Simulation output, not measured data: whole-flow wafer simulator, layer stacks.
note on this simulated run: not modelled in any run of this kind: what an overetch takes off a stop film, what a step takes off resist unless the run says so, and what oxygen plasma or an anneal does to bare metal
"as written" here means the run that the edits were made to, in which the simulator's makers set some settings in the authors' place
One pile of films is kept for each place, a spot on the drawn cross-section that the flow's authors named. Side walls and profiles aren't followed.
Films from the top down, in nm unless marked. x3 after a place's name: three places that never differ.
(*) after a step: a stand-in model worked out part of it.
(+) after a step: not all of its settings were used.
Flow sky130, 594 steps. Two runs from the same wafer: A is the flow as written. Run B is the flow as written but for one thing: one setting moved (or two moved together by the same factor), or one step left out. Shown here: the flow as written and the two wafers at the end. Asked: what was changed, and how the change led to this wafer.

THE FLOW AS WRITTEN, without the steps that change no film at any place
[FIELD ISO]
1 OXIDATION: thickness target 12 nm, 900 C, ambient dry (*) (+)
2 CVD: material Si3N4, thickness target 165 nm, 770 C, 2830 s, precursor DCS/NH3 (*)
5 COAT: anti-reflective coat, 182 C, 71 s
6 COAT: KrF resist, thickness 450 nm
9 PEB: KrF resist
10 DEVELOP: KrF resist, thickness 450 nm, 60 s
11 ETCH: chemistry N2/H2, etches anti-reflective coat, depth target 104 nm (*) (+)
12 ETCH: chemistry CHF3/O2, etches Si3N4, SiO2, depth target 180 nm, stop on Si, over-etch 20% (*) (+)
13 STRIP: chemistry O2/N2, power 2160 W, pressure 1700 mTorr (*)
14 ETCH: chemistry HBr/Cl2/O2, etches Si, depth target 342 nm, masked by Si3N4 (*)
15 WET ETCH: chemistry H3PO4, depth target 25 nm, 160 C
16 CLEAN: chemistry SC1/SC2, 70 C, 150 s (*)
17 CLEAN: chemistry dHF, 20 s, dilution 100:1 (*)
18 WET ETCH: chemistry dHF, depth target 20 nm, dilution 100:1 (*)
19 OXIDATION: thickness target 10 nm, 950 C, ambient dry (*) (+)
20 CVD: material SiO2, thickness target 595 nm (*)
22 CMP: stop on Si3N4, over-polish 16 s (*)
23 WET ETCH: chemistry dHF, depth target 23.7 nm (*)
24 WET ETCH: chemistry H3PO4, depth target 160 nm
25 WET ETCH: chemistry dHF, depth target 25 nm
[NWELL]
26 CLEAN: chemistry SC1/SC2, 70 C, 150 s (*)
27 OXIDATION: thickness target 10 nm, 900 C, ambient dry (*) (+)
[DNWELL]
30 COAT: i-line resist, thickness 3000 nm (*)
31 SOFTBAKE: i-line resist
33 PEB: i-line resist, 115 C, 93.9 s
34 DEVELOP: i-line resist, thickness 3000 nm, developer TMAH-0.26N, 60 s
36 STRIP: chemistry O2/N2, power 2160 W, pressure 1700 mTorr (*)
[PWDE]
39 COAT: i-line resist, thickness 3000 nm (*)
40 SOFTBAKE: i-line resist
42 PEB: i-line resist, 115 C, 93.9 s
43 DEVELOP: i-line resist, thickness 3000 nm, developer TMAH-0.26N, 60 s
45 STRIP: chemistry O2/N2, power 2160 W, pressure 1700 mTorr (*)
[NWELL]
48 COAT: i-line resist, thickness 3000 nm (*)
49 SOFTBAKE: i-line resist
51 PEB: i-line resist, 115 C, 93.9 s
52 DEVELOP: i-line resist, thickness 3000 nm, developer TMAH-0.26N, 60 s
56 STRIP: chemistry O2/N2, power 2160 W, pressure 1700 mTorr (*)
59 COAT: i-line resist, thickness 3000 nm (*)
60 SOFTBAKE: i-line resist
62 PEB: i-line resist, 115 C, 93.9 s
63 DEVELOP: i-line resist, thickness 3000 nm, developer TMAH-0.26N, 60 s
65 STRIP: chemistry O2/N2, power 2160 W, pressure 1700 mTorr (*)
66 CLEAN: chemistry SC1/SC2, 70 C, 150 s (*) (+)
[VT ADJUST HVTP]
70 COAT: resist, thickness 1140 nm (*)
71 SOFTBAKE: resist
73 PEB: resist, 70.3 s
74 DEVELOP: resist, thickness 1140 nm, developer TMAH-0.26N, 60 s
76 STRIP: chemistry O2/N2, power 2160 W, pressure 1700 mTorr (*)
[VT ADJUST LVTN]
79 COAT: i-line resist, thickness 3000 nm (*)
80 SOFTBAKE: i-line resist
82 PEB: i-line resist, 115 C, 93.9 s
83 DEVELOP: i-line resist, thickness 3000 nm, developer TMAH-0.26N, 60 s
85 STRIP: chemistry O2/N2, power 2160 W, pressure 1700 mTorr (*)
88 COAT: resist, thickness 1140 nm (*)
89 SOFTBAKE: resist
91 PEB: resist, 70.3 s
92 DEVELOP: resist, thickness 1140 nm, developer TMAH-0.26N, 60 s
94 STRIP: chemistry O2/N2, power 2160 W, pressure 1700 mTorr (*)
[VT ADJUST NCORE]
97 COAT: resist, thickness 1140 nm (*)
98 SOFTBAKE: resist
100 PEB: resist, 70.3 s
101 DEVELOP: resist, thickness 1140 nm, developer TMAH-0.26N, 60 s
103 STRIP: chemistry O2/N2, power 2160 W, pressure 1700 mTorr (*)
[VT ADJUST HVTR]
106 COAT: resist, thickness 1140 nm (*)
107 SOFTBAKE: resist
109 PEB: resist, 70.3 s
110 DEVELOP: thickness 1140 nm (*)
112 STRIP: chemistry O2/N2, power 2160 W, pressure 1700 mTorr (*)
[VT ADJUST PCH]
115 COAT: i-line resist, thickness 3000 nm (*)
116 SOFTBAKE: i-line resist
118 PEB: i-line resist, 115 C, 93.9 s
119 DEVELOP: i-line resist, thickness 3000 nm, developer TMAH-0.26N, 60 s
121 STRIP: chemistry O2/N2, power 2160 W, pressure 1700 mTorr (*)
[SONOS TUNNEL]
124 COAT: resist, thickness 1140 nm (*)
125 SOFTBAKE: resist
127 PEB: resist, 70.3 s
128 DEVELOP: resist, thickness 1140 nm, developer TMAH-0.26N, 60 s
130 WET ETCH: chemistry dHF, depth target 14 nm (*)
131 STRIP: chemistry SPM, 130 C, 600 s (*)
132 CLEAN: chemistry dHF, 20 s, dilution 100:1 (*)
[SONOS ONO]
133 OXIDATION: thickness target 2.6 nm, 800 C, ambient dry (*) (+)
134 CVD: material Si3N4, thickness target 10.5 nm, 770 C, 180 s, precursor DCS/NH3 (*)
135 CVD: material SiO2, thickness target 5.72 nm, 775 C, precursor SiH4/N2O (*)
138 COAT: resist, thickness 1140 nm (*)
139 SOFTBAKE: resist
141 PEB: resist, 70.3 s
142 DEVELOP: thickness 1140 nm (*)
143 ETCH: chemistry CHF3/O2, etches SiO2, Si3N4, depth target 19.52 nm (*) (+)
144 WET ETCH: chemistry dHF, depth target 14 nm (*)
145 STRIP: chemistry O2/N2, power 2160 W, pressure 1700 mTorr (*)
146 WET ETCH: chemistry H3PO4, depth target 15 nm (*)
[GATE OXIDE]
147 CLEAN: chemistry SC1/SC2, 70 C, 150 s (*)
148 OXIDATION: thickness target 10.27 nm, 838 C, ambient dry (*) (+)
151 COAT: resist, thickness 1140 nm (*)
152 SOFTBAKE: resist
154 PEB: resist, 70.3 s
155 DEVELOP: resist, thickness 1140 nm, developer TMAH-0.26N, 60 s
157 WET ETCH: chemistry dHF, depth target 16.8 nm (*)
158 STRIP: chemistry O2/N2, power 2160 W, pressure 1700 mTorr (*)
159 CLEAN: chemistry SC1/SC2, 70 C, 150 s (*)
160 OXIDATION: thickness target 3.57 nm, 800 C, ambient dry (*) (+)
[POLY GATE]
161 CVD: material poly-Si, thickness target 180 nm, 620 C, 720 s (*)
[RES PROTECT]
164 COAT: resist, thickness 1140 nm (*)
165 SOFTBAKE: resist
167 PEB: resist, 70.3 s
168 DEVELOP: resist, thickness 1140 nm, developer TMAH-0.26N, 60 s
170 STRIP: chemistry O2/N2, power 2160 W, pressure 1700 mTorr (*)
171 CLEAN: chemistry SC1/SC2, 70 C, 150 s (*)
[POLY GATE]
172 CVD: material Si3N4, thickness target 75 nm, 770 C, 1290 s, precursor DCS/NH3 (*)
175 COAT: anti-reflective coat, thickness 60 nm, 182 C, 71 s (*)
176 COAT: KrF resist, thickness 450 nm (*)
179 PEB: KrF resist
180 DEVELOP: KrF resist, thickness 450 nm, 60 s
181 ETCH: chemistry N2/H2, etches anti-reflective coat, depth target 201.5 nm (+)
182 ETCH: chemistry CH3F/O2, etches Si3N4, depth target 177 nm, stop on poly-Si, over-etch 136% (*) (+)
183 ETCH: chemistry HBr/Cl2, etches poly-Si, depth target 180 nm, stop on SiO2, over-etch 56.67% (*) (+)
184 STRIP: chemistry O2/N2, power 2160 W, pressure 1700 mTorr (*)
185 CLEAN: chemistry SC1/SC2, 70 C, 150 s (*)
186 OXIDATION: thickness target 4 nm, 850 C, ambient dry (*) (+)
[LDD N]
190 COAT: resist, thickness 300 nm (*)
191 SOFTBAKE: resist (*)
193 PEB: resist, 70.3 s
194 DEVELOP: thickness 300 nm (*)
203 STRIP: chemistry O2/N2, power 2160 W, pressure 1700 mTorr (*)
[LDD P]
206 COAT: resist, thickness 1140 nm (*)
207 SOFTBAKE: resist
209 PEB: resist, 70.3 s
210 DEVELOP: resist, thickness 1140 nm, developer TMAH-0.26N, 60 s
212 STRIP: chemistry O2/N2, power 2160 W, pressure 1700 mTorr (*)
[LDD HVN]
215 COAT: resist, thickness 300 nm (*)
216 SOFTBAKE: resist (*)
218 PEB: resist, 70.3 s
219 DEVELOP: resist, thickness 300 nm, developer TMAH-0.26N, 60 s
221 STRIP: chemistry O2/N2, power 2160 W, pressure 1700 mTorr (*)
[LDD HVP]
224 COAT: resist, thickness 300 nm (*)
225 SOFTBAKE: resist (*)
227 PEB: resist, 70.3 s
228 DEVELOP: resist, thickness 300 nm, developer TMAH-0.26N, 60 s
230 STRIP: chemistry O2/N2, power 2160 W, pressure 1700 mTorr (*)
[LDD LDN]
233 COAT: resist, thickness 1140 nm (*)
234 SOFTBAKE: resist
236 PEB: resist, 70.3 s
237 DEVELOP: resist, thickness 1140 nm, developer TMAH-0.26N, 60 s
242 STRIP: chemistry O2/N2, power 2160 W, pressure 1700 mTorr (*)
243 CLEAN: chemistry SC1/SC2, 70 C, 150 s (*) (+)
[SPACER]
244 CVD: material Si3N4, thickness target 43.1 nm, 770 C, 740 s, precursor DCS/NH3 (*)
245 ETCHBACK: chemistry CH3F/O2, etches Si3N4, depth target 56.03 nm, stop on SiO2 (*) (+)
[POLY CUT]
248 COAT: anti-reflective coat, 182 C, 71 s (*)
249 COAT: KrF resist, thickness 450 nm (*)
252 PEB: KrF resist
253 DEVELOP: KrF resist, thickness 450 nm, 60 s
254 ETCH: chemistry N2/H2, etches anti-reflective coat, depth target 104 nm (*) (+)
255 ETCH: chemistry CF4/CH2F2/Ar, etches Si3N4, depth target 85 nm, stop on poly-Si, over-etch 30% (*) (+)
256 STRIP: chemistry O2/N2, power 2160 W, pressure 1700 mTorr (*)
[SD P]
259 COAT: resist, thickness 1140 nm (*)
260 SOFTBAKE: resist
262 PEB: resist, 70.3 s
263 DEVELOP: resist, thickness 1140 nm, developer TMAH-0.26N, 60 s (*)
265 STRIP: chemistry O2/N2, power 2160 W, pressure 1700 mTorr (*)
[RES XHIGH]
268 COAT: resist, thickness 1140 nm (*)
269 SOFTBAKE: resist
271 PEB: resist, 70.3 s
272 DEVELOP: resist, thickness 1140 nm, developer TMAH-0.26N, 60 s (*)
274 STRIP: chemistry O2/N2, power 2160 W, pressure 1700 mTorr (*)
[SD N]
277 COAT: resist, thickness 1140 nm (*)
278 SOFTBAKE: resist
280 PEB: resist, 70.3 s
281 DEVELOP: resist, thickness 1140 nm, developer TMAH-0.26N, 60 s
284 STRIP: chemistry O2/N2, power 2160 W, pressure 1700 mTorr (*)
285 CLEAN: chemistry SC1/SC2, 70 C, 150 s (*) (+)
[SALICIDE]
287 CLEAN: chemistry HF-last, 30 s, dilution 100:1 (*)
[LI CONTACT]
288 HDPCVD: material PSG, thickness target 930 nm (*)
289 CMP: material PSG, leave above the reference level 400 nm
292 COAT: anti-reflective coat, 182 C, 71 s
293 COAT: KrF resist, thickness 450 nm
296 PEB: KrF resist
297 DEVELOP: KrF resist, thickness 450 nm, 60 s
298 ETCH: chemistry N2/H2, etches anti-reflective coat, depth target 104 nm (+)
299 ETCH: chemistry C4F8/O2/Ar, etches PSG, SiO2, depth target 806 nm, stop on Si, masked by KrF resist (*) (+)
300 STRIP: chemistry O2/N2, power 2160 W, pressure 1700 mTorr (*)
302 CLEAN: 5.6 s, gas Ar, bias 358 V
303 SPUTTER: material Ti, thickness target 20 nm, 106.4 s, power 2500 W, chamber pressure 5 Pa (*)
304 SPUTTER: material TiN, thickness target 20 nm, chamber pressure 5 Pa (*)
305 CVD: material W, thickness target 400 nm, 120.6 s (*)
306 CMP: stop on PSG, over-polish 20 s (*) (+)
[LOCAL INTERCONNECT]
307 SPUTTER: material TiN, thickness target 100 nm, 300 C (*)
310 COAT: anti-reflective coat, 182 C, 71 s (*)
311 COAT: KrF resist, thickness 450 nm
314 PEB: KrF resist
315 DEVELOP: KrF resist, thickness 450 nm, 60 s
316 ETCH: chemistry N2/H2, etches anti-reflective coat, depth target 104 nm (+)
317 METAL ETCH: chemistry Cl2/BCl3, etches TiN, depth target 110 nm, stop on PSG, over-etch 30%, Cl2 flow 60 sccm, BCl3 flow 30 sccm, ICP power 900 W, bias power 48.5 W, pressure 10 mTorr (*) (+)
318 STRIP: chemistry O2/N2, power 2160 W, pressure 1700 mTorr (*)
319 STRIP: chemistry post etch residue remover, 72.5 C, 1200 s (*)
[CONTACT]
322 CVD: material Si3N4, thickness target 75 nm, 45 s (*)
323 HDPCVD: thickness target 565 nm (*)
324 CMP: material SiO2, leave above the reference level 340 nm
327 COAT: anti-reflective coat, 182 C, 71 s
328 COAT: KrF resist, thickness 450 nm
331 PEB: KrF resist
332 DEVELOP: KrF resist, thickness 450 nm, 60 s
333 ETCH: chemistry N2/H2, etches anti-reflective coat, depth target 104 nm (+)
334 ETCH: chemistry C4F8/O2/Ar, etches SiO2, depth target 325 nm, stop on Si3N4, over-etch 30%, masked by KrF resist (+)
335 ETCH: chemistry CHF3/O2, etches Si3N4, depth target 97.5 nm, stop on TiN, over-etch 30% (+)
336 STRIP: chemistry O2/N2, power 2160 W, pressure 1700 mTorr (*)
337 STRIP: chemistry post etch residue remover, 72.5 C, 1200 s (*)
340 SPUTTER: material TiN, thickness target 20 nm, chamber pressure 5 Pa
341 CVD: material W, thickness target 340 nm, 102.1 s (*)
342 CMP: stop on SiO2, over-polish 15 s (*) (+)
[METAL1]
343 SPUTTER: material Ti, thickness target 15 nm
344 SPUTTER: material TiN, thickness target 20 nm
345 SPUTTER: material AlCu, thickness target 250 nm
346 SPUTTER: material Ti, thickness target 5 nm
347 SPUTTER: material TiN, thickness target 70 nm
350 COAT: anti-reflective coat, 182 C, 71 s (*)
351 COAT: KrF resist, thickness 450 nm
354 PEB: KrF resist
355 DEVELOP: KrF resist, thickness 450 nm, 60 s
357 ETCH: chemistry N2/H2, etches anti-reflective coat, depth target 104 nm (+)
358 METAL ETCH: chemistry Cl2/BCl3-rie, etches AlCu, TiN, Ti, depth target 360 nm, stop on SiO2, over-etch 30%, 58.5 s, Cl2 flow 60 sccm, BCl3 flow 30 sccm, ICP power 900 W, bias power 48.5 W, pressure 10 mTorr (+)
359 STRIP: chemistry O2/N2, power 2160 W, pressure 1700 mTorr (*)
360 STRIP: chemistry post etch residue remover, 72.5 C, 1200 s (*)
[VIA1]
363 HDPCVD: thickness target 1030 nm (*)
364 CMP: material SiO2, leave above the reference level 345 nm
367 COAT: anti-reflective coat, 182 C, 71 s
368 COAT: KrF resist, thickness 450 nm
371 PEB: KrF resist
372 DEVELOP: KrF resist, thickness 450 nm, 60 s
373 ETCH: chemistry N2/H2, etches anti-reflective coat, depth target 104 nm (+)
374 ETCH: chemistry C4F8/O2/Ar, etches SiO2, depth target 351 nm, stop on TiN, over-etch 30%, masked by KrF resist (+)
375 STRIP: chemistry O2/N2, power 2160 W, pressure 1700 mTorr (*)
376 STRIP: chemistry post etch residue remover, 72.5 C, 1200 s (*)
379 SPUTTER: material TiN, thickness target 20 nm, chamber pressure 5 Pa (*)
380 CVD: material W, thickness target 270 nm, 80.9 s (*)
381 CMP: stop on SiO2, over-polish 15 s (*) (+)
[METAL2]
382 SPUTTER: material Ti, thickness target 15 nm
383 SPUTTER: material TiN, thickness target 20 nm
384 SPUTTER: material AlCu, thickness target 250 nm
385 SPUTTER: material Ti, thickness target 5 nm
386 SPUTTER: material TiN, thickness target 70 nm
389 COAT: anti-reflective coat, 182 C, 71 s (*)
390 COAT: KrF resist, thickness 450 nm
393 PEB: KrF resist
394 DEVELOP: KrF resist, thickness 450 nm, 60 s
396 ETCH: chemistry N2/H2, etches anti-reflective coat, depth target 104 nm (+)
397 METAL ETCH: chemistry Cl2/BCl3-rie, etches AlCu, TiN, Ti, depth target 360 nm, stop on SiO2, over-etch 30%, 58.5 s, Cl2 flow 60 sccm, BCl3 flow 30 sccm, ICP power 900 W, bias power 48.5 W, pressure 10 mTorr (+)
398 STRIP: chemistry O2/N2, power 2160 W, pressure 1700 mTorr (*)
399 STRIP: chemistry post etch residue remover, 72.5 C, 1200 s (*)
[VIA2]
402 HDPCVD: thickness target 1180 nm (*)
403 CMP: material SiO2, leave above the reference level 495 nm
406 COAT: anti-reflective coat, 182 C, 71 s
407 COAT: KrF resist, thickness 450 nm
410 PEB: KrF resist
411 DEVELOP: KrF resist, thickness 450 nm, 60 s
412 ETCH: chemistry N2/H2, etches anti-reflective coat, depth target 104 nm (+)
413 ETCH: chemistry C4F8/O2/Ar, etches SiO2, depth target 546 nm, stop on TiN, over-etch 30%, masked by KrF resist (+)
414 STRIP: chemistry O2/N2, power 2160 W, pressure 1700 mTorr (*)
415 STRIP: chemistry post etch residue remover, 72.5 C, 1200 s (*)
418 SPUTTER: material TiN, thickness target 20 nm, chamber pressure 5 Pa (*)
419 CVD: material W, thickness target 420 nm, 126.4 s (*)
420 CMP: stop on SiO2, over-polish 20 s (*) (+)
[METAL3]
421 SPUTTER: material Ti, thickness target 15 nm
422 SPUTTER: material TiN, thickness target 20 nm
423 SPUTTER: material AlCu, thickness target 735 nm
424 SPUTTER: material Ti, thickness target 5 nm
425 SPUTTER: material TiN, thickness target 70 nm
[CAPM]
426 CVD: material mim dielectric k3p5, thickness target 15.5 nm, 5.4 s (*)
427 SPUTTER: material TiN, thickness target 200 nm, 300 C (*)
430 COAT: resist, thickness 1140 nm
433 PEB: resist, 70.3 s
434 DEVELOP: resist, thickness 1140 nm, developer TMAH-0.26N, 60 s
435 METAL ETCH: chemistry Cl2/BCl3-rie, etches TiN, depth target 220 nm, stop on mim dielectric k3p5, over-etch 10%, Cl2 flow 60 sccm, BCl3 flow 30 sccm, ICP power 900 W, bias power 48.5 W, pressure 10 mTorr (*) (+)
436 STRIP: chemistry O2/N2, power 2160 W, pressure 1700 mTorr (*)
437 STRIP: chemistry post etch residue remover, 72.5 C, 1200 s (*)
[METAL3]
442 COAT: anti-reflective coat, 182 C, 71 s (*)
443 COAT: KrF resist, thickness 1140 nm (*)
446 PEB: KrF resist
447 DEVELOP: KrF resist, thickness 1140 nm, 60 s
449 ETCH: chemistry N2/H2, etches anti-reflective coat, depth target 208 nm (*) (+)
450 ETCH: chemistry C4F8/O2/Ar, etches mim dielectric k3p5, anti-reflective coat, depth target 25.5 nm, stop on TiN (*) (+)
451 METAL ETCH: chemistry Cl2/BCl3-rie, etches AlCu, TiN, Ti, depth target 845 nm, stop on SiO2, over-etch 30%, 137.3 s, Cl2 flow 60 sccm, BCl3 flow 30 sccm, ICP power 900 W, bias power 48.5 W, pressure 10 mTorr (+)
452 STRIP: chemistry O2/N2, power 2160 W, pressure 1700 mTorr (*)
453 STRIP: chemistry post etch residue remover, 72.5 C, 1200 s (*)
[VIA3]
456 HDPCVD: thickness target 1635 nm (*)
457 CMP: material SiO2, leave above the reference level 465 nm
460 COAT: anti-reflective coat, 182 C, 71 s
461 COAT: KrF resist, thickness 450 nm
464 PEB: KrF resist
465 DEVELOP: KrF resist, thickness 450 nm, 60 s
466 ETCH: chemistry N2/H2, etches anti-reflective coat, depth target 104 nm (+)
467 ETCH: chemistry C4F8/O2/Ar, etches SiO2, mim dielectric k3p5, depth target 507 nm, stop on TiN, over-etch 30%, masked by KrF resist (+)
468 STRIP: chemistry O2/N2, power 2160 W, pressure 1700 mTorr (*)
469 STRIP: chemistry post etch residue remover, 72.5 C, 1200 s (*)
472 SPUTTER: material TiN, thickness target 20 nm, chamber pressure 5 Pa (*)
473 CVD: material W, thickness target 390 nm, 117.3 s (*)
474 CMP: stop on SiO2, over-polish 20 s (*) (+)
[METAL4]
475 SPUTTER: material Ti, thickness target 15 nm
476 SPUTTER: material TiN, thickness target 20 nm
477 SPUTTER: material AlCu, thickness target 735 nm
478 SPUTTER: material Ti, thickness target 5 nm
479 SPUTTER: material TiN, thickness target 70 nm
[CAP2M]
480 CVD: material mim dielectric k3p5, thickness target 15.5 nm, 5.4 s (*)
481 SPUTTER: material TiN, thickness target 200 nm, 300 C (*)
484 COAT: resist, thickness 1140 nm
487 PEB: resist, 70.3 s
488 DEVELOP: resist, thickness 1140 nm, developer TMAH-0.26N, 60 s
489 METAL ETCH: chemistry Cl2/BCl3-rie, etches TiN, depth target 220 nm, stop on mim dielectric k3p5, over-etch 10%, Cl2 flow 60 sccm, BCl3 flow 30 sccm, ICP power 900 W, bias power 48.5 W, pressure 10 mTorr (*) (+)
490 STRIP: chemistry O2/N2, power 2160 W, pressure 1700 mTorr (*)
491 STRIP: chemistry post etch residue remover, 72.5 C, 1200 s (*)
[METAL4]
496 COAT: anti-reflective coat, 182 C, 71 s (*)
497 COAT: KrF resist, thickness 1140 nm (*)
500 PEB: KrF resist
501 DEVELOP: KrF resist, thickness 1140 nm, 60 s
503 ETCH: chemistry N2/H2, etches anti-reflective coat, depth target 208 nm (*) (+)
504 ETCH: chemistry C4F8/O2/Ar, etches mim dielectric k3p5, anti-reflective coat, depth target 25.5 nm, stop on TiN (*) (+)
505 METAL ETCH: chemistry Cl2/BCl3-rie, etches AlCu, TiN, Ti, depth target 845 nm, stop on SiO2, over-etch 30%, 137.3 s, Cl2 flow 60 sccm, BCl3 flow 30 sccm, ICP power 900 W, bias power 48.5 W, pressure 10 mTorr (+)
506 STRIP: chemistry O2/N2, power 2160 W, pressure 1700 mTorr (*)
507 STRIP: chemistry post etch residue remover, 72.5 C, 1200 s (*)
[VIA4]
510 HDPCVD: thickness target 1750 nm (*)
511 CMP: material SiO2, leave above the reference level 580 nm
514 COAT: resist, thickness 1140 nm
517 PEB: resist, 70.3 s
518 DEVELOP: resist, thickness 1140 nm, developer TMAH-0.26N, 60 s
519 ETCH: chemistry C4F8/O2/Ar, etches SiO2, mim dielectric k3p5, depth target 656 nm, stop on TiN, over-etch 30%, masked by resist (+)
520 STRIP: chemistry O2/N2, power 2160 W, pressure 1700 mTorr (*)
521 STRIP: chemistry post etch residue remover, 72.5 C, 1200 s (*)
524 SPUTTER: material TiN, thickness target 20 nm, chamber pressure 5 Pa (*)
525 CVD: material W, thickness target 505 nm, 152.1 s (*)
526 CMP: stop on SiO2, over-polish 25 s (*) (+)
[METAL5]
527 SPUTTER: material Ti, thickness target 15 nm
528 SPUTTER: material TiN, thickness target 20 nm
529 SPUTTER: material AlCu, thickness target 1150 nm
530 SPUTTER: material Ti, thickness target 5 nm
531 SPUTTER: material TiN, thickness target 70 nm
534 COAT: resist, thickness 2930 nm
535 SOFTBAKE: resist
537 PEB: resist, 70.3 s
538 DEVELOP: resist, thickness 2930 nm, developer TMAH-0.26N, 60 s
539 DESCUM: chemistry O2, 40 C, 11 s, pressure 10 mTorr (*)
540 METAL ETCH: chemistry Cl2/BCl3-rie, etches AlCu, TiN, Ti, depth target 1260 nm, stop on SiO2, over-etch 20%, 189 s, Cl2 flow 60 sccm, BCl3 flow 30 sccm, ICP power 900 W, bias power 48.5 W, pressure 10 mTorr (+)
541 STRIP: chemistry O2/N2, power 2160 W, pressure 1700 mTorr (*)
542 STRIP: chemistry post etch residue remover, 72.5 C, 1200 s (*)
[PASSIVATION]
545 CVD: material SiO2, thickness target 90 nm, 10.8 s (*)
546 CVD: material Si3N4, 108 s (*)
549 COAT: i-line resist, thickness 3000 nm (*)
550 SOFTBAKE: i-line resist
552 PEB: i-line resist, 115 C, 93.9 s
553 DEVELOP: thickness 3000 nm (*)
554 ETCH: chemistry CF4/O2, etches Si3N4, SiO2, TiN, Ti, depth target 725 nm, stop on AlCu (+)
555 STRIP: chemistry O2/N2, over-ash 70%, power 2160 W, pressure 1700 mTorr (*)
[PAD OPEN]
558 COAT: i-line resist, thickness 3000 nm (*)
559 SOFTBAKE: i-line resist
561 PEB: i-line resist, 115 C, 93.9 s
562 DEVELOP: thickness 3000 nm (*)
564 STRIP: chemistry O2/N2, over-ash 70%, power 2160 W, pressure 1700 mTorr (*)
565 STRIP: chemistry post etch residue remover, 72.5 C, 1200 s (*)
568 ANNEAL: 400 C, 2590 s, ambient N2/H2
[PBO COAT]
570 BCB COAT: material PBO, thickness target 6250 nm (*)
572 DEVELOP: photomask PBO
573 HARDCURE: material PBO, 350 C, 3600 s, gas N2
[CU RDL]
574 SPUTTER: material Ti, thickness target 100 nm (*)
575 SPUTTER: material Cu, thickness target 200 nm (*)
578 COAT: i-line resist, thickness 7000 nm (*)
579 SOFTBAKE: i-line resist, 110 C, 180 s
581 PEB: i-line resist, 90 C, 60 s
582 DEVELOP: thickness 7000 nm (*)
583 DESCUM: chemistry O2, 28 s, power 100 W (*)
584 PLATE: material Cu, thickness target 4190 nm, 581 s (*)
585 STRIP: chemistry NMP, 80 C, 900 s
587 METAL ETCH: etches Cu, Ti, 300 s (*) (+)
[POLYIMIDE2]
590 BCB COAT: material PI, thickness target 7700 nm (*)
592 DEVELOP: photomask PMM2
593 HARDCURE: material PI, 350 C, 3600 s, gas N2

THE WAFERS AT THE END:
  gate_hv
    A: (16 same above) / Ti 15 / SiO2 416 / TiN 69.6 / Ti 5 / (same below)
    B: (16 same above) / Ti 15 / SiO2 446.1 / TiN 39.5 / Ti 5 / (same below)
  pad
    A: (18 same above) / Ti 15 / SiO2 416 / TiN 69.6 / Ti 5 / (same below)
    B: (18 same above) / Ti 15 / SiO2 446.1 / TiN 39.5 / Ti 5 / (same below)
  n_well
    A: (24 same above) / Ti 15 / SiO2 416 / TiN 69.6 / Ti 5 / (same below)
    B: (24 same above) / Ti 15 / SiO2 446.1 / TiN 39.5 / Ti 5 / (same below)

The cause: step 386, SPUTTER: thickness target 39.9 nm was run, where the flow has thickness target 70 nm.

How the change led to this, step by step:
  386 SPUTTER: material TiN, thickness target 70 nm
      field, active, n_well and 188 more: A TiN +70 (new film) | B TiN +39.9 (new film)
  397 METAL ETCH: chemistry Cl2/BCl3-rie, etches AlCu, TiN, Ti, depth target 360 nm, stop on SiO2, over-etch 30%, 58.5 s, Cl2 flow 60 sccm, BCl3 flow 30 sccm, ICP power 900 W, bias power 48.5 W, pressure 10 mTorr (+)
      field, active, gate and 82 more: A TiN -68.7 (all of it), Ti -5 (all of it), AlCu -250 (all of it), TiN -20 (all of it), Ti -15 (all of it), SiO2 -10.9 | B TiN -38.6 (all of it), Ti -5 (all of it), AlCu -250 (all of it), TiN -20 (all of it), Ti -15 (all of it), SiO2 -13.9
  403 CMP: material SiO2, leave above the reference level 495 nm
      n_well, p_well, gate_hv and 101 more: A SiO2 -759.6 | B SiO2 -729.5
      m1, via1_hole: A SiO2 -759.1 | B SiO2 -729
  413 ETCH: chemistry C4F8/O2/Ar, etches SiO2, depth target 546 nm, stop on TiN, over-etch 30%, masked by KrF resist (+)
      m1: A SiO2 -420.3 (all of it) | B SiO2 -450.4 (all of it)
      via2_hole: A SiO2 -419.8 (all of it) | B SiO2 -449.9 (all of it)
  419 CVD: material W, thickness target 420 nm, 126.4 s (*)
      m1: A W +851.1 (new film) | B W +881.6 (new film)
      via2_hole: A W +850.7 (new film) | B W +881.2 (new film)
  550 SOFTBAKE: i-line resist
      via1_hole: A i-line resist -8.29 | B i-line resist -7.42
      via1_enc: A i-line resist -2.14 | B i-line resist -1.33
  559 SOFTBAKE: i-line resist
      via1_hole: A i-line resist -8.29 | B i-line resist -7.42
      via1_enc: A i-line resist -2.14 | B i-line resist -1.33
